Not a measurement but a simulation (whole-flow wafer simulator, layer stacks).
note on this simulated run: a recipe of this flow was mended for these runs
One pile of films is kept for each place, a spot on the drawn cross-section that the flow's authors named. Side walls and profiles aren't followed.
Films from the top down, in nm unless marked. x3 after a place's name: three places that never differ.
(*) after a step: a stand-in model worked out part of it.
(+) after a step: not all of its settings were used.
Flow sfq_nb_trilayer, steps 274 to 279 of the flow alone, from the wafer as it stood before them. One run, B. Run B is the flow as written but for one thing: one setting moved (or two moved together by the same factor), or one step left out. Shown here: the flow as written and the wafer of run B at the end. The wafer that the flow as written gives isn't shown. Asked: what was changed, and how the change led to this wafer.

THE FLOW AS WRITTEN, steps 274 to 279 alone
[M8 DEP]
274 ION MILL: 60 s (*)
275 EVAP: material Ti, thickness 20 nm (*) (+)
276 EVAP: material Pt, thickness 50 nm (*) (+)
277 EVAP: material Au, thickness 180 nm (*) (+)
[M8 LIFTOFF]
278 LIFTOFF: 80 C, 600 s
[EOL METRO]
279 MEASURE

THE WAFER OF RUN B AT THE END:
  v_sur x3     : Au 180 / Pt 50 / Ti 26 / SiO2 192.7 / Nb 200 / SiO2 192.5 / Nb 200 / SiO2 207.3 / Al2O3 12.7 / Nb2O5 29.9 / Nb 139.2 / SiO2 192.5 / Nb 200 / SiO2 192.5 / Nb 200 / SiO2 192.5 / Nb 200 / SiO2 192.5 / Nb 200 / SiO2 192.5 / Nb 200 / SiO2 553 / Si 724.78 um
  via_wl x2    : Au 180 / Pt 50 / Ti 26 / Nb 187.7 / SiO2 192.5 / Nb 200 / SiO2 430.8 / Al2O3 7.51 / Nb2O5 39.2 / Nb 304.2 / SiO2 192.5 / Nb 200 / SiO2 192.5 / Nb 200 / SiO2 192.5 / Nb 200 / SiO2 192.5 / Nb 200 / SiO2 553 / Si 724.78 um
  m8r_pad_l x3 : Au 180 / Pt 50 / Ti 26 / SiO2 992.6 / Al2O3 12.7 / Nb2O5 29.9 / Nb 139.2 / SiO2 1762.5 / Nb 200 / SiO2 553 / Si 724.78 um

The cause: step 275, EVAP: thickness 26 nm was run, where the flow has thickness 20 nm.
It can be read off the wafer: v_sur x3 has Ti 26, and step 275 as written asks for 20 nm.

How the change led to this, step by step:
  275 EVAP: material Ti, thickness 20 nm (*) (+)
      field_l, v_sur x3, via_wl x2 and 100 more: Ti +26 (new film) (as written it would be: Ti +20 (new film))
  278 LIFTOFF: 80 C, 600 s
      p4_fl x5, p4_w1 x9, p3_s0 x11 and 49 more: Au -180 (all of it), Pt -50 (all of it), Ti -26 (all of it), KrF-resist-other-grade -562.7 (all of it), lift-off-underlayer -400 (all of it) (as written it would be: Au -180 (all of it), Pt -50 (all of it), Ti -20 (all of it), KrF-resist-other-grade -562.7 (all of it), lift-off-underlayer -400 (all of it))
      r_sur, res, r_end: Au -180 (all of it), Pt -50 (all of it), Ti -26 (all of it), KrF-resist-other-grade -559.9 (all of it), lift-off-underlayer -399.5 (all of it) (as written it would be: Au -180 (all of it), Pt -50 (all of it), Ti -20 (all of it), KrF-resist-other-grade -559.9 (all of it), lift-off-underlayer -399.5 (all of it))
      (and at 18 more places)
